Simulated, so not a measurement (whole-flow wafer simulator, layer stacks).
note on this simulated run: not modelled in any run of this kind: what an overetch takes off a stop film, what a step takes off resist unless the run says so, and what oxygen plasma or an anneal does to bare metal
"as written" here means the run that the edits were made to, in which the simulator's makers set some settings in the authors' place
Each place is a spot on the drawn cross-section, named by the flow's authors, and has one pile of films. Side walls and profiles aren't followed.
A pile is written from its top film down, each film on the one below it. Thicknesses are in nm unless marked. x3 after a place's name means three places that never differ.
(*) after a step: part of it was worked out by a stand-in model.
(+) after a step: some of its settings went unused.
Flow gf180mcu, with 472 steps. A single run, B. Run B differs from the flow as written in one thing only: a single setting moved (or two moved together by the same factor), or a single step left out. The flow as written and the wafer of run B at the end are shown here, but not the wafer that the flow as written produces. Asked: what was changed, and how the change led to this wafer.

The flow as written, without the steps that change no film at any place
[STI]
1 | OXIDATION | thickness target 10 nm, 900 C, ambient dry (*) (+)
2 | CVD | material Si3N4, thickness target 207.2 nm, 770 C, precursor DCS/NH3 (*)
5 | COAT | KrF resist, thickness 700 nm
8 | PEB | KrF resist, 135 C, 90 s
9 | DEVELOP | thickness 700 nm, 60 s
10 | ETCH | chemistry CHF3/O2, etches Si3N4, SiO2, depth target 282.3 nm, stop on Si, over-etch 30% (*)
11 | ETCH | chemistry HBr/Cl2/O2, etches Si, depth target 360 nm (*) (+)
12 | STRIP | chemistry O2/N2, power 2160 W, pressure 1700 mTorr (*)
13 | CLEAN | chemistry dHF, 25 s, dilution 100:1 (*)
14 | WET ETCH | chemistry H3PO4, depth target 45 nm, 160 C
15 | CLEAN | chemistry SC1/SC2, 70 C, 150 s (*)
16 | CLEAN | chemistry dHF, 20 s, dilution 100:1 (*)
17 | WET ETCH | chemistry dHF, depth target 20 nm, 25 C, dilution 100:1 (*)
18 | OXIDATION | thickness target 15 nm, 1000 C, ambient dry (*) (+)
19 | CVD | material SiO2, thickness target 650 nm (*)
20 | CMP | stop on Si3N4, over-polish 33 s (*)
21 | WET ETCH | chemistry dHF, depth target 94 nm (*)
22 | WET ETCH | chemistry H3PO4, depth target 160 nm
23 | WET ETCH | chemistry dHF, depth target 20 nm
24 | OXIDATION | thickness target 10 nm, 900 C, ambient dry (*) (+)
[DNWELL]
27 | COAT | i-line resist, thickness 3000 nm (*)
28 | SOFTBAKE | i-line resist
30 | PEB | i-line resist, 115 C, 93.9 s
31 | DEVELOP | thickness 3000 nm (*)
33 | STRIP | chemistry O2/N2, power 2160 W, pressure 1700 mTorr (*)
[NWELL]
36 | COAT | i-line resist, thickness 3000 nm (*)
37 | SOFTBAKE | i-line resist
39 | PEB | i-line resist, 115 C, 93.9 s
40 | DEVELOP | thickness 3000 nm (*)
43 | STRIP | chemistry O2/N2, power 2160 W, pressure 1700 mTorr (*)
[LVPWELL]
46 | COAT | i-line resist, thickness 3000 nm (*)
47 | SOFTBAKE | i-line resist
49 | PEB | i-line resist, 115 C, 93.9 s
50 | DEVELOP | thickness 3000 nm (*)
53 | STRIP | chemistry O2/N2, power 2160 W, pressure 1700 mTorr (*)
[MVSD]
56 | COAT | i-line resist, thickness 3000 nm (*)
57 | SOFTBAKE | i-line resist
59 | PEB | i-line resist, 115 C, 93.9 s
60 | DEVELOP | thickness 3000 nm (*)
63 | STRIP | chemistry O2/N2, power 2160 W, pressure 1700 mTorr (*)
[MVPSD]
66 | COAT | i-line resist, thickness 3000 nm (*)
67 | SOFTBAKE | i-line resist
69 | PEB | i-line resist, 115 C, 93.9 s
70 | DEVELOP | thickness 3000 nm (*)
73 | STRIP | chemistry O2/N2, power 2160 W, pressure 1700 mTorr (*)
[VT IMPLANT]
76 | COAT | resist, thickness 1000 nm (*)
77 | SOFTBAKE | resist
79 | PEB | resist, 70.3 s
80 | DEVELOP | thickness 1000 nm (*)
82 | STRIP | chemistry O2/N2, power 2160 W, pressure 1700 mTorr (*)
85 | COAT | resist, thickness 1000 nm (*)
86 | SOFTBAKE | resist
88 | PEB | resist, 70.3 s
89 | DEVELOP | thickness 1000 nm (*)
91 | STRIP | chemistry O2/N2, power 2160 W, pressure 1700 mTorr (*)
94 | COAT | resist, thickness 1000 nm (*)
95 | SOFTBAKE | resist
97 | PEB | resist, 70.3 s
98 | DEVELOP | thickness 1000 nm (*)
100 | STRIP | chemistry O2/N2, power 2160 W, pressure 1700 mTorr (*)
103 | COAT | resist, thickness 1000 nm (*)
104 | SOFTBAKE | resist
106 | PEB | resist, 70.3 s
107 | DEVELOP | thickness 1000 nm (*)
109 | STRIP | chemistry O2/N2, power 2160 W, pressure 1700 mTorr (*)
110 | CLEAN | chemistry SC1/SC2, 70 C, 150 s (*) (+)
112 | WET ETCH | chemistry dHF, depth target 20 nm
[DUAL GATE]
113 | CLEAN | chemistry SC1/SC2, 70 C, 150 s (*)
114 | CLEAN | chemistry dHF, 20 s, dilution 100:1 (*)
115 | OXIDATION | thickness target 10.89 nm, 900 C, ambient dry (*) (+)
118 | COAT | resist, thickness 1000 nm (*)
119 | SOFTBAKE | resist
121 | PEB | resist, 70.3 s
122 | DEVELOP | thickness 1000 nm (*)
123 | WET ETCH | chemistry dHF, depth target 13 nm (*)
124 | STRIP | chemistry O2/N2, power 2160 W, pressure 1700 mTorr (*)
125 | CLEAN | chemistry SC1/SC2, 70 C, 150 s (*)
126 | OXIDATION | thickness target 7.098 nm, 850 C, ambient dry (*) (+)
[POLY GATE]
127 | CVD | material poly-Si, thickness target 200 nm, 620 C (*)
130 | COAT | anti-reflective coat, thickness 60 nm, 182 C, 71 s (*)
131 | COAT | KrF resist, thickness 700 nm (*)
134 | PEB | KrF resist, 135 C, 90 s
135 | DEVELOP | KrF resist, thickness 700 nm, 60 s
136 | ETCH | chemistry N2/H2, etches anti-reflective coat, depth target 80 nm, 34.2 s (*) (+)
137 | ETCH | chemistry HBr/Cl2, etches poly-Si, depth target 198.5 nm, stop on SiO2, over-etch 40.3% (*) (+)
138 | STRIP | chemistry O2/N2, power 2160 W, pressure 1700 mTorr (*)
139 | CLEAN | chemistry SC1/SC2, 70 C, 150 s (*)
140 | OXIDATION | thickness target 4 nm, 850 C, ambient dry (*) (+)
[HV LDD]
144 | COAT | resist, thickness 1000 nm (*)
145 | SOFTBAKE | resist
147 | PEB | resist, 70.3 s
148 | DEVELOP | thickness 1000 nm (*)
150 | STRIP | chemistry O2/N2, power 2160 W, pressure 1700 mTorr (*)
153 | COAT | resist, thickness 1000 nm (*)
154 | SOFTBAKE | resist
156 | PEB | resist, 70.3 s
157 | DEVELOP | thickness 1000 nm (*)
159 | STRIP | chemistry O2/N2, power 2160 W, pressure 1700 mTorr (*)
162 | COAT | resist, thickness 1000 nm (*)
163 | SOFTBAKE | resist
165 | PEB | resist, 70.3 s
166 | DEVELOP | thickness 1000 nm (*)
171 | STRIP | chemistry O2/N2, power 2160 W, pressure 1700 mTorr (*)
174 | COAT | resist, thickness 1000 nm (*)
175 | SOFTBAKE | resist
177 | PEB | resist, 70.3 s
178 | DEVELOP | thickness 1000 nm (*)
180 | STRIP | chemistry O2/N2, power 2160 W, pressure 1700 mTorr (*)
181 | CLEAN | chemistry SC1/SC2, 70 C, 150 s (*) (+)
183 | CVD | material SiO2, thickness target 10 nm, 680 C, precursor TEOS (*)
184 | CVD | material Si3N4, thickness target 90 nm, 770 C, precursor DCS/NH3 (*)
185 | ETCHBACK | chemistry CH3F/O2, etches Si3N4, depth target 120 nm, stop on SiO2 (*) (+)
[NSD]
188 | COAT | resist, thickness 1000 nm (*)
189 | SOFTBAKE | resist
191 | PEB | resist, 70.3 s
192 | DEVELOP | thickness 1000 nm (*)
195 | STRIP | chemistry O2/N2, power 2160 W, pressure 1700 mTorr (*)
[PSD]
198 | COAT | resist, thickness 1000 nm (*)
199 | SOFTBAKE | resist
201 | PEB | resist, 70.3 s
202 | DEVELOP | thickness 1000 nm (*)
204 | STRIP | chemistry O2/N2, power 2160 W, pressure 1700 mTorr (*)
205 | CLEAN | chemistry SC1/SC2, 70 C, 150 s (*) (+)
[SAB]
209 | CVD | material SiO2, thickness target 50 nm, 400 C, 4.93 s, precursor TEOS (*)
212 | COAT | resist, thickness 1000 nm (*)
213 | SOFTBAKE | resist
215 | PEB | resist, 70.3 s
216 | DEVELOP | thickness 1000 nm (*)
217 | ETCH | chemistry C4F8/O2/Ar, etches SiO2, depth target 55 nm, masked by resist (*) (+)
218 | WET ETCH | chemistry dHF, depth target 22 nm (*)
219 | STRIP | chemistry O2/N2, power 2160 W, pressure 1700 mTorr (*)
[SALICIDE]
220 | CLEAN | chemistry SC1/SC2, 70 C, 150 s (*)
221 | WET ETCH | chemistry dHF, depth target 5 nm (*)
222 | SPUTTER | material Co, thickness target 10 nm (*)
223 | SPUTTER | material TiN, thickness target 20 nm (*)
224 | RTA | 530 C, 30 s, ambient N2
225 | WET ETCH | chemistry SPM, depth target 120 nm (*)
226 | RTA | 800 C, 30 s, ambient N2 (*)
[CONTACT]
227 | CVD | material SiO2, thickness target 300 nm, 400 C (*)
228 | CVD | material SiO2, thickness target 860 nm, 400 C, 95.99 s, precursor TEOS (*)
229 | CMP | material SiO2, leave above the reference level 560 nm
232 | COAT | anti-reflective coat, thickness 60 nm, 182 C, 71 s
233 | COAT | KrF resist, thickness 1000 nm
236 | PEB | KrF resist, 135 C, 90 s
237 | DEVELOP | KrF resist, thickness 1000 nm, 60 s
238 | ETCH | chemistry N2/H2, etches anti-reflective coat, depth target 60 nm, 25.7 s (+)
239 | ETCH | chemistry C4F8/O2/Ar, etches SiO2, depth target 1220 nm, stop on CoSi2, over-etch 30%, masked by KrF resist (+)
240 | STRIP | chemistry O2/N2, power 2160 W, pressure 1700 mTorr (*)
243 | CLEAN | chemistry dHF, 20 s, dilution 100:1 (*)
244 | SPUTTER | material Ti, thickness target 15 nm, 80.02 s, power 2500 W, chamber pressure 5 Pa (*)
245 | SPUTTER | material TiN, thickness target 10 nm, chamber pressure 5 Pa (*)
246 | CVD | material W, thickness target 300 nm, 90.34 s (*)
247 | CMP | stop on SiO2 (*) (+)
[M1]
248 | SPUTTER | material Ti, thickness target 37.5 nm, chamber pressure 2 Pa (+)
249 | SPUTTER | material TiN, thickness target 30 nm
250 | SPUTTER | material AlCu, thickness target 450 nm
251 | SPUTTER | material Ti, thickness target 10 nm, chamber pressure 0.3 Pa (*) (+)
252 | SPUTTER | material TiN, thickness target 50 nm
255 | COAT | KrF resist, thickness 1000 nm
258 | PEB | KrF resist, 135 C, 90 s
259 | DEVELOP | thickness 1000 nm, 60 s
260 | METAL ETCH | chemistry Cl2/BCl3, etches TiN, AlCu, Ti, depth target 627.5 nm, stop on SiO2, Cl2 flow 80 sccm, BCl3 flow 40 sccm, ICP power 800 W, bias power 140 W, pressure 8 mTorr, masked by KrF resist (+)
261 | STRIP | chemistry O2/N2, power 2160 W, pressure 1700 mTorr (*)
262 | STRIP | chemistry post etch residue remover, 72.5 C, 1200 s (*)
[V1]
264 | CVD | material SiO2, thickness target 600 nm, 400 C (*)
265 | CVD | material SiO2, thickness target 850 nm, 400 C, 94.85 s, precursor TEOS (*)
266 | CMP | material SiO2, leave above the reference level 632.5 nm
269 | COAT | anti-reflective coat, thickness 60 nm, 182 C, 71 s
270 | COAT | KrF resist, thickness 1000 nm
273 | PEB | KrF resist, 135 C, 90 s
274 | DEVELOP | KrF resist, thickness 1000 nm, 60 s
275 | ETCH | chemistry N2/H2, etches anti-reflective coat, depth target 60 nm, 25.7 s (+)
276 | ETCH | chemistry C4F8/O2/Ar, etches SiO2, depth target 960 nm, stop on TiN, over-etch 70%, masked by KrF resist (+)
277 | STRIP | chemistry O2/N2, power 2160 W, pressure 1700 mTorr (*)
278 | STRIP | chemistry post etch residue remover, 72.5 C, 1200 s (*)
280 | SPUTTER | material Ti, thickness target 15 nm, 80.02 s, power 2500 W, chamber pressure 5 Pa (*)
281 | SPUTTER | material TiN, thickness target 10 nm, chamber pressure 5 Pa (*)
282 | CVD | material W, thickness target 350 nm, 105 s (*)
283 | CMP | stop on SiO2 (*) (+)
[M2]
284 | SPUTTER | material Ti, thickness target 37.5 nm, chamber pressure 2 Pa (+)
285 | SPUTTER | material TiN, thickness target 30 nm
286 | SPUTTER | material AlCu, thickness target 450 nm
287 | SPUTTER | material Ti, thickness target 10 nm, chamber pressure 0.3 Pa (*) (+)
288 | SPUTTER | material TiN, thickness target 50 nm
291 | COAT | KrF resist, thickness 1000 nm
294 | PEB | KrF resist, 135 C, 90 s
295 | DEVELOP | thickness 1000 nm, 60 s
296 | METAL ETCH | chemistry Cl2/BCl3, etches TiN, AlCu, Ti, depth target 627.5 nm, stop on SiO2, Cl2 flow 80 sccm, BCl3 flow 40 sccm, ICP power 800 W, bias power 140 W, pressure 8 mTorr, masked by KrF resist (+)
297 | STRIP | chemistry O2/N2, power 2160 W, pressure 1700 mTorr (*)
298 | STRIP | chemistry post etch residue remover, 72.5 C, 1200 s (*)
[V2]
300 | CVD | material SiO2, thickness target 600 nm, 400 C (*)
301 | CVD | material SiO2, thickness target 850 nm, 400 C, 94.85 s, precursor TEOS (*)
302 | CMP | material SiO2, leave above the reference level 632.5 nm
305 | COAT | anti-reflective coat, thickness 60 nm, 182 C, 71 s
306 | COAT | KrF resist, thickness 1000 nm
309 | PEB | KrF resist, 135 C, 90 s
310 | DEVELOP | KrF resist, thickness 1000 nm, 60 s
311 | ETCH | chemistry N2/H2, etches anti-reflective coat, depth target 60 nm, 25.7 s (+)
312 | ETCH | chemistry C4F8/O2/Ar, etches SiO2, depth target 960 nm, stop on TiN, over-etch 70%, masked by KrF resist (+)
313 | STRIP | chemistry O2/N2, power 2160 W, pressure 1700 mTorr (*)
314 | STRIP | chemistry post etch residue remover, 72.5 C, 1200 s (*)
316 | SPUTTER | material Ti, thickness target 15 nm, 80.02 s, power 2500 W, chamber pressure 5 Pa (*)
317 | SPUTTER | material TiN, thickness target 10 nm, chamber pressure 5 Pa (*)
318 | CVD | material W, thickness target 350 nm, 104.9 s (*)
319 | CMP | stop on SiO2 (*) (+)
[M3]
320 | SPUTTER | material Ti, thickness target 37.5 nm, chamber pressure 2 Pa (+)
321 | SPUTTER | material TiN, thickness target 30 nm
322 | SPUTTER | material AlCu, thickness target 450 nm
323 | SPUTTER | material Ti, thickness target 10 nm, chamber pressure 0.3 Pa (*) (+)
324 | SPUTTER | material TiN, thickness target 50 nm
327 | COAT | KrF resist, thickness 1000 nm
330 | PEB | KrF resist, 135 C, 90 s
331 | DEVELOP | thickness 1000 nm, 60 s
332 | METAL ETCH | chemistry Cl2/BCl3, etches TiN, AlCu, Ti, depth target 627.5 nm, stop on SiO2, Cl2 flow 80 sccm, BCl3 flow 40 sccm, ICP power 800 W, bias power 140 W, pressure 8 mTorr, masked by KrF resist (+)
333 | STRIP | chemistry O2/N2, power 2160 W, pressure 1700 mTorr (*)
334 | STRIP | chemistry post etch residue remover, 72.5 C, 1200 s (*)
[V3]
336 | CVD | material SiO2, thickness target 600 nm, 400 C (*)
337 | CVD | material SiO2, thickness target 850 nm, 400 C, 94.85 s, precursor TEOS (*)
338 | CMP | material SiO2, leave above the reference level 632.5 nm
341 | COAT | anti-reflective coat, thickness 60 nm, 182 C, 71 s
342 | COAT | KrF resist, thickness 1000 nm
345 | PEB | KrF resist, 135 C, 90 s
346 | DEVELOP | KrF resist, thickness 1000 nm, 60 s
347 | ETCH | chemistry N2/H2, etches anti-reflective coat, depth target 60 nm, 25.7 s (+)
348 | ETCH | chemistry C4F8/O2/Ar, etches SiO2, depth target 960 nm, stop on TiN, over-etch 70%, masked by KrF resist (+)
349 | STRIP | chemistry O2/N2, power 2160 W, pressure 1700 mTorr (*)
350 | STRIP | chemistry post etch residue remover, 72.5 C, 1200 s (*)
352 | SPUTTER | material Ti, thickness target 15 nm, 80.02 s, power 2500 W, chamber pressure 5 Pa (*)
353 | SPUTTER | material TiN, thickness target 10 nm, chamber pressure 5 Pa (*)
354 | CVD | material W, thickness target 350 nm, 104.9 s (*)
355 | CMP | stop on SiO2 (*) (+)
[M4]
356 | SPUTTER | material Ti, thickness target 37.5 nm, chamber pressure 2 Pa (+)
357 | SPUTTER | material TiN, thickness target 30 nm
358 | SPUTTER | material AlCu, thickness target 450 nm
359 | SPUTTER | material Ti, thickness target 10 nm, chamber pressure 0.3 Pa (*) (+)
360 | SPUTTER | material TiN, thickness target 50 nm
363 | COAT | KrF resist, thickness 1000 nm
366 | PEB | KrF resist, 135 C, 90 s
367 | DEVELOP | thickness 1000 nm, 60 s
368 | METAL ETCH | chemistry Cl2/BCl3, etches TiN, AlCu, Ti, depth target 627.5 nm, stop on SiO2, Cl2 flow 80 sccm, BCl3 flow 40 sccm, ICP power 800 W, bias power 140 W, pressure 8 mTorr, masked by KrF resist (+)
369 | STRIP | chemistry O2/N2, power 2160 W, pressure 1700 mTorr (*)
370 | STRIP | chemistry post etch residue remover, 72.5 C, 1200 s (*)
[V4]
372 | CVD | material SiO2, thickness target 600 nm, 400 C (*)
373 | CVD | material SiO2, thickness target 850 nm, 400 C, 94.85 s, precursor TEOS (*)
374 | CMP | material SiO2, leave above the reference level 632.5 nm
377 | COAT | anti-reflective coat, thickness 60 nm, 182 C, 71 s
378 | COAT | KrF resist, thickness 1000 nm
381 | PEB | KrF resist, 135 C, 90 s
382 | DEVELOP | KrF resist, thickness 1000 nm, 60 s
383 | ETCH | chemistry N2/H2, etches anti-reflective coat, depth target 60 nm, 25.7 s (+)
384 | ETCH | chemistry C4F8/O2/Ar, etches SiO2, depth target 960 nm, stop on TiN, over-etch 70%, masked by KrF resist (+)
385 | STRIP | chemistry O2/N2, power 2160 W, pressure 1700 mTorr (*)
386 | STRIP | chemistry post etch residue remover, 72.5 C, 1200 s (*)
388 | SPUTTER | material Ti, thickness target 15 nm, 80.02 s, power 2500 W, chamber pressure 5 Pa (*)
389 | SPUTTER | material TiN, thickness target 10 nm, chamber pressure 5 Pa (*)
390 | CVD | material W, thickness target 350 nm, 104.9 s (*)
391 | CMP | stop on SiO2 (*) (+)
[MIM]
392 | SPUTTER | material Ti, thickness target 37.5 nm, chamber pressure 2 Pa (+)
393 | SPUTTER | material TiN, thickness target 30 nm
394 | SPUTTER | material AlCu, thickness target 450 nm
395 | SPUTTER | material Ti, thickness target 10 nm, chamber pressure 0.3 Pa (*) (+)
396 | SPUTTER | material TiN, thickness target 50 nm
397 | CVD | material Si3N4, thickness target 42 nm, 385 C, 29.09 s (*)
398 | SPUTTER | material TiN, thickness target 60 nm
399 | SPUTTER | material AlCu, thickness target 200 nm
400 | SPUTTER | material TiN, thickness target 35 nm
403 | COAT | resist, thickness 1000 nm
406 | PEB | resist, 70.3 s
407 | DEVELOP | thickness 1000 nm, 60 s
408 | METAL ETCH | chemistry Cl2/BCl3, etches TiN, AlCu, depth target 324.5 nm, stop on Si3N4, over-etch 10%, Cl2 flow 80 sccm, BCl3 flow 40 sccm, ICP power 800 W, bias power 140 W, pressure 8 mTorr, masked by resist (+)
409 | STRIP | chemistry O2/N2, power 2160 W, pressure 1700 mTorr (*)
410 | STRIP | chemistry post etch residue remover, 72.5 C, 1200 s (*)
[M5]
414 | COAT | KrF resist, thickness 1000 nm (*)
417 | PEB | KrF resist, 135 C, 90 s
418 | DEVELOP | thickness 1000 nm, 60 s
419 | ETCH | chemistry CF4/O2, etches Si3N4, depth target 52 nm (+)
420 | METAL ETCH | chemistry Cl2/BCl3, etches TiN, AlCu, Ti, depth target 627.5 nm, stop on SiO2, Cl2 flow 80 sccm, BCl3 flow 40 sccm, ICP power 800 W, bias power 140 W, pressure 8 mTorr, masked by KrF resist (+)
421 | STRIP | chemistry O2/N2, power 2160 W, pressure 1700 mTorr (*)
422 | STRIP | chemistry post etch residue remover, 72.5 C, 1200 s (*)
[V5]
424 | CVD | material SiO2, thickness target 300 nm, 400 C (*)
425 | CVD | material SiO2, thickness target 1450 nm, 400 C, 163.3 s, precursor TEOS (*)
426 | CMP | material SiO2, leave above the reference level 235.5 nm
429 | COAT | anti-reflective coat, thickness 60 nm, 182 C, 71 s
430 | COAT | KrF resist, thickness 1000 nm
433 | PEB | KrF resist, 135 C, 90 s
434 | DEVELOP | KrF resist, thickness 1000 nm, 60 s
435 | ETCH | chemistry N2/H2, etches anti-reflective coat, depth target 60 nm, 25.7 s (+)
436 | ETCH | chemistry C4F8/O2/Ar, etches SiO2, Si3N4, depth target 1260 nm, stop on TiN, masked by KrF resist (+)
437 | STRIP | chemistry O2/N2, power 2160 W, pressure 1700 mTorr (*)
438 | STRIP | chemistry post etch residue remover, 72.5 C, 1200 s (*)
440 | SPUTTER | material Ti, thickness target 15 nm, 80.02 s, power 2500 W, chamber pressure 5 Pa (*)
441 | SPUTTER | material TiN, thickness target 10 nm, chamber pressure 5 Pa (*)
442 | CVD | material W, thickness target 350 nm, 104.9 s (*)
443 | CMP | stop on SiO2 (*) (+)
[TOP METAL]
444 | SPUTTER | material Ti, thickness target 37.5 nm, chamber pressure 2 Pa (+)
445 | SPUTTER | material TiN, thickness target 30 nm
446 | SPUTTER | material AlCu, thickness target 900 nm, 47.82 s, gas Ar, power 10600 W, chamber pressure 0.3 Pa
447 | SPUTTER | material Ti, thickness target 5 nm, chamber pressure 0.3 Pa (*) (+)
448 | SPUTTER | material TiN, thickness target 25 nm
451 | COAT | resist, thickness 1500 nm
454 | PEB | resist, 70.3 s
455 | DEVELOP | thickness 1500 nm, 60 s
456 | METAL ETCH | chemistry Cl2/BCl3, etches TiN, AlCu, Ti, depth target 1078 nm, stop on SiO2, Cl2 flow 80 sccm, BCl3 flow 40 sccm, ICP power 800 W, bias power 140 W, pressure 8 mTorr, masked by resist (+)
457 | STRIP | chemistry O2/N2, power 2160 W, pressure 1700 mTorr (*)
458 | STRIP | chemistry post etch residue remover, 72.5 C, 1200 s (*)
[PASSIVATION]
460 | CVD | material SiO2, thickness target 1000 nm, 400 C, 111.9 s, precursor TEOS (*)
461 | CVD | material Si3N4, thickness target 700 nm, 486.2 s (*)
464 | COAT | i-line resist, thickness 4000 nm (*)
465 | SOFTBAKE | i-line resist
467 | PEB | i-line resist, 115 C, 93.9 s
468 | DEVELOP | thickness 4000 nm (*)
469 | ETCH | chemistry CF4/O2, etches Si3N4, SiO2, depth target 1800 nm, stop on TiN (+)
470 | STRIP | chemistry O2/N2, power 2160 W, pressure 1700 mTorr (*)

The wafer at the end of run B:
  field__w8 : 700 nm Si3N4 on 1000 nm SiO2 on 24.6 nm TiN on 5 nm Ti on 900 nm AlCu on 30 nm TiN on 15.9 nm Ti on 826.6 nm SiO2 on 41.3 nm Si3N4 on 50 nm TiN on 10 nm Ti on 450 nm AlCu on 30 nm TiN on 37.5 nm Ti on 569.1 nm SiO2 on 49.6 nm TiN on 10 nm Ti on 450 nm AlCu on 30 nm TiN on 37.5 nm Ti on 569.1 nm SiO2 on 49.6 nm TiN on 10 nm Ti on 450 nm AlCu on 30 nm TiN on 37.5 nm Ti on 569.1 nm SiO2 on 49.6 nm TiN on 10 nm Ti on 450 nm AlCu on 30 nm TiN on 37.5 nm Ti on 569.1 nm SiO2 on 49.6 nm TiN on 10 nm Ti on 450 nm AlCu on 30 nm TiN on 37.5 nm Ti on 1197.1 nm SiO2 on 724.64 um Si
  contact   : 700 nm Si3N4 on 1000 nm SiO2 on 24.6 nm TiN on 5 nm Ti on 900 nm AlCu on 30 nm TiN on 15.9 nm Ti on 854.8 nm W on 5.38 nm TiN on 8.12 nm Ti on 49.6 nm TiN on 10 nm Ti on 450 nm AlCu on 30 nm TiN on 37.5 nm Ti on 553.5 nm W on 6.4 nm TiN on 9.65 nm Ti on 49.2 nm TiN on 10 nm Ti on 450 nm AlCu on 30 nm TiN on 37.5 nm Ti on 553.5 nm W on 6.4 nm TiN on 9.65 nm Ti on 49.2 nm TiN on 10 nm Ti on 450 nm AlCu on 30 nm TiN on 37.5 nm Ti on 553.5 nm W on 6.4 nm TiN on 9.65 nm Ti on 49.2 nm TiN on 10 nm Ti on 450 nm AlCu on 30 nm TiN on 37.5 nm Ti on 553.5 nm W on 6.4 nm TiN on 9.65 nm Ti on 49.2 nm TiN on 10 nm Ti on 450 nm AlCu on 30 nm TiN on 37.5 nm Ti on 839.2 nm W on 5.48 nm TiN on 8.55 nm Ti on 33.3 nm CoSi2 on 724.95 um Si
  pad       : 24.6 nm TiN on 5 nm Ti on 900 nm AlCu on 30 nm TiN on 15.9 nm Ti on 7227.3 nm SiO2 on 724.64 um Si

Cause: step 444, SPUTTER: thickness target 15.9 nm was run, while the flow as written has thickness target 37.5 nm.
The wafer lets one read it off: field__w8 has Ti 15.9, and step 444 as written asks for 37.5 nm.

Step by step, how the change led to this:
  444 | SPUTTER | material Ti, thickness target 37.5 nm, chamber pressure 2 Pa (+)
      field, field__w1, field__w2 and 109 more: +15.9 Ti (new film) (in the flow as written it would be: +37.5 Ti (new film))
  456 | METAL ETCH | chemistry Cl2/BCl3, etches TiN, AlCu, Ti, depth target 1078 nm, stop on SiO2, Cl2 flow 80 sccm, BCl3 flow 40 sccm, ICP power 800 W, bias power 140 W, pressure 8 mTorr, masked by resist (+)
      field, field__w1, field__w2 and 103 more: -25 TiN (all of it), -5 Ti (all of it), -900 AlCu (all of it), -30 TiN (all of it), -15.9 Ti (all of it) (in the flow as written it would be: -25 TiN (all of it), -5 Ti (all of it), -900 AlCu (all of it), -30 TiN (all of it), -37.5 Ti (all of it))
  465 | SOFTBAKE | i-line resist
      field__w2, field_sub__w4: +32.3 i-line resist (in the flow as written it would be: +33.4 i-line resist)
      field__w11, field__w13: +36.4 i-line resist (in the flow as written it would be: +37.6 i-line resist)
      (also at 59 further places)
